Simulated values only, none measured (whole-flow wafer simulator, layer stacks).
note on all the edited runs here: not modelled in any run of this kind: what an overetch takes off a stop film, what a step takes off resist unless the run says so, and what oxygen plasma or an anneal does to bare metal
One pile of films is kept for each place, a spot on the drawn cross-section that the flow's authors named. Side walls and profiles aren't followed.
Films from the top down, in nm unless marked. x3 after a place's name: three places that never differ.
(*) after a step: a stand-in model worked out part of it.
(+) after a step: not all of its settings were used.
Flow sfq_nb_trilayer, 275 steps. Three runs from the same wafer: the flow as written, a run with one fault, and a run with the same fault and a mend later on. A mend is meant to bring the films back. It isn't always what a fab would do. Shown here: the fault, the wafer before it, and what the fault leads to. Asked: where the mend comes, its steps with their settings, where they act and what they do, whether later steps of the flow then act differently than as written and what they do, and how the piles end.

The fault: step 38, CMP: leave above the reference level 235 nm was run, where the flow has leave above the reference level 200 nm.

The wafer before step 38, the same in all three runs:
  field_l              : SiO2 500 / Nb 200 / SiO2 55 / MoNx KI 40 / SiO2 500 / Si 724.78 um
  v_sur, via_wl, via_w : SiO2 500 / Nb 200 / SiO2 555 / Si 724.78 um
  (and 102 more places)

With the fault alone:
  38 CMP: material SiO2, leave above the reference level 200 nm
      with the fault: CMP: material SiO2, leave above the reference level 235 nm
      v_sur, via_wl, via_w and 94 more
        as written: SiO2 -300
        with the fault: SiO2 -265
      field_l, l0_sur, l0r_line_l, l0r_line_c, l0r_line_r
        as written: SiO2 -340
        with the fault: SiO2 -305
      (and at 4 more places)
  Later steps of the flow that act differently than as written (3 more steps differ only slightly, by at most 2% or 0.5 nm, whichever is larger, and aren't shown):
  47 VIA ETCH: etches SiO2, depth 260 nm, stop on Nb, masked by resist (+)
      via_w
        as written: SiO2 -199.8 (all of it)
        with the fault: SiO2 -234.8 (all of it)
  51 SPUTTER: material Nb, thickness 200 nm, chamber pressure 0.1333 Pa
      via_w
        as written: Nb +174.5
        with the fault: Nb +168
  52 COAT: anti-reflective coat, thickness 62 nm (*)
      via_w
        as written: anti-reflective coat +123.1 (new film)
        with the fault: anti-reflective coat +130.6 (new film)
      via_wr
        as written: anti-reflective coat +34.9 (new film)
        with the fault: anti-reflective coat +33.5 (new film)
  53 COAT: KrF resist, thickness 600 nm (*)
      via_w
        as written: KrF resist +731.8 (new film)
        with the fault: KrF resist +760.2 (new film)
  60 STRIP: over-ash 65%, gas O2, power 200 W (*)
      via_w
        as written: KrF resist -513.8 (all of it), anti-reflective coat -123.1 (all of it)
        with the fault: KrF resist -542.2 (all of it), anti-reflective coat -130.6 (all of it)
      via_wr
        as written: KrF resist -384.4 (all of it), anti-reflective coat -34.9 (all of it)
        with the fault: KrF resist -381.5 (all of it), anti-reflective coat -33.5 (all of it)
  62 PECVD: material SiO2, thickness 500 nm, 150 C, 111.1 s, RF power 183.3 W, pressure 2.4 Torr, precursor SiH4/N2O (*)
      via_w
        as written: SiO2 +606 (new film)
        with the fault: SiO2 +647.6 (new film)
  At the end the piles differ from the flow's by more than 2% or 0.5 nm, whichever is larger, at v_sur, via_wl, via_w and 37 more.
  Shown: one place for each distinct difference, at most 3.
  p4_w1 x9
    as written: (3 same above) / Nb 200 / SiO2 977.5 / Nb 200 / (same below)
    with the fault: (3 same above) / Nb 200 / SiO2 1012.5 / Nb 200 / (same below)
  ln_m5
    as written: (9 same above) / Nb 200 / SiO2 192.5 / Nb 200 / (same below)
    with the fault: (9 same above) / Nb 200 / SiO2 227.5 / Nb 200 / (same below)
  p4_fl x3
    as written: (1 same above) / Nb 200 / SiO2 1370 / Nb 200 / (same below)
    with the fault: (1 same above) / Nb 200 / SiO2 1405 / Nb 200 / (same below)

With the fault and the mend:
  The mend comes after step 45.
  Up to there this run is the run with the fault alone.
  45a STRIP: over-ash 65%, gas O2, power 200 W (*)
      field_l, v_sur, via_wl and 102 more
        KrF resist -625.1 (all of it), anti-reflective coat -62 (all of it)
      via_w
        anti-reflective coat -62 (all of it)
  45b CMP: material SiO2, leave above the reference level 200 nm (the flow's step 38 once more)
      field_l, v_sur, via_wl and 103 more
        SiO2 -35
  45c COAT: anti-reflective coat, thickness 62 nm (the flow's step 40 once more)
      field_l, v_sur, via_wl and 103 more
        anti-reflective coat +62 (new film)
  45d COAT: KrF resist, thickness 650 nm (the flow's step 41 once more)
      field_l, v_sur, via_wl and 103 more
        KrF resist +650 (new film)
  45e SOFTBAKE: KrF resist (the flow's step 42 once more)
      changes no film at any place that is followed
  45f EXPOSE: photomask I0, dose 11.91 mJ/cm2, NA 0.6, wavelength 248 nm (*) (the flow's step 43 once more)
      changes no film at any place that is followed
  45g PEB: KrF resist, 90 s (the flow's step 44 once more)
      field_l, v_sur, via_wl and 103 more
        KrF resist -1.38
  45h DEVELOP: KrF resist, thickness 650 nm, 60 s (the flow's step 45 once more)
      field_l, v_sur, via_wl and 102 more
        KrF resist -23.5
      via_w
        KrF resist -648.6 (all of it)
  No later step of the flow acts differently than as written at any place that is followed.
  At the end the piles are the same as the flow's at every place that both follow.
